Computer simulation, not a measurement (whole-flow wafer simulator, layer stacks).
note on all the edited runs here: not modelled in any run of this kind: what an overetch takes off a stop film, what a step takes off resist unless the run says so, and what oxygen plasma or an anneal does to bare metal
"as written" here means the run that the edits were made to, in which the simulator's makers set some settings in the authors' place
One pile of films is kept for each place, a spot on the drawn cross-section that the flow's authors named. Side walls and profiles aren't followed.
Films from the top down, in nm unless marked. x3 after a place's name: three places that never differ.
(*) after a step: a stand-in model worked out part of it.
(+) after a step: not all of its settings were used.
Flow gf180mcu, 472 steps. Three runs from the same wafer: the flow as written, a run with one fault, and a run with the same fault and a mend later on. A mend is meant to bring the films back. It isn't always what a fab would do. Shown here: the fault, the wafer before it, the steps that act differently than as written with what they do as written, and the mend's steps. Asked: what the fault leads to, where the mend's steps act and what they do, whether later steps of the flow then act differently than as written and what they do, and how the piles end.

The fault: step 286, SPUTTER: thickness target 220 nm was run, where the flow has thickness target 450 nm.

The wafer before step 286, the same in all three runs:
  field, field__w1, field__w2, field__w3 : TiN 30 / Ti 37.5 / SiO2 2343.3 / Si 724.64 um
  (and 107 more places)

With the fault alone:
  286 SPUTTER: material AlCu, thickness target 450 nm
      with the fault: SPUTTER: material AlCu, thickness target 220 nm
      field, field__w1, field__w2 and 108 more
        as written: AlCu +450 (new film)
        with the fault: AlCu +220 (new film)
  Later steps of the flow that act differently than as written:
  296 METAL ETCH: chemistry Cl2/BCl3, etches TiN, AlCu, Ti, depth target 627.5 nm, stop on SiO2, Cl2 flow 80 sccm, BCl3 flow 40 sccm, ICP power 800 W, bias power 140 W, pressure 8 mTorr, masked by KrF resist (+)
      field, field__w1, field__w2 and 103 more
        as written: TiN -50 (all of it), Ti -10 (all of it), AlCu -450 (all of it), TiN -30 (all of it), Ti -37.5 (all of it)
        with the fault: TiN -50 (all of it), Ti -10 (all of it), AlCu -220 (all of it), TiN -30 (all of it), Ti -37.5 (all of it)
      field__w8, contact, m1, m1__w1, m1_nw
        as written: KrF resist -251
        with the fault: KrF resist -208.5
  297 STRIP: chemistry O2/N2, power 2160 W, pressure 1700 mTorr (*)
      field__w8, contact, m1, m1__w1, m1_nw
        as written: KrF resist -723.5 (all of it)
        with the fault: KrF resist -766 (all of it)
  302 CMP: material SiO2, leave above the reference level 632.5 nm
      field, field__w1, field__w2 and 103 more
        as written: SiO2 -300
        with the fault: SiO2 -530
  At the end the piles differ from the flow's by more than 2% or 0.5 nm, whichever is larger, at field, field__w1, field__w2 and 109 more.
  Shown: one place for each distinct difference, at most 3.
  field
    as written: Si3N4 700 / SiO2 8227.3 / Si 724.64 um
    with the fault: Si3N4 700 / SiO2 7997.3 / Si 724.64 um
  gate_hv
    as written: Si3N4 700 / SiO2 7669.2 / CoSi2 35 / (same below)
    with the fault: Si3N4 700 / SiO2 7439.2 / CoSi2 35 / (same below)
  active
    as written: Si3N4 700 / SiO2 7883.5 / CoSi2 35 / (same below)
    with the fault: Si3N4 700 / SiO2 7653.5 / CoSi2 35 / (same below)

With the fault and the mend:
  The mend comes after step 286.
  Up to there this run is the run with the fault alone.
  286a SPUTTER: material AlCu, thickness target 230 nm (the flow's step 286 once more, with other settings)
      field, field__w1, field__w2 and 108 more
        AlCu +230
  No later step of the flow acts differently than as written at any place that is followed.
  At the end the piles are the same as the flow's at every place that both follow.
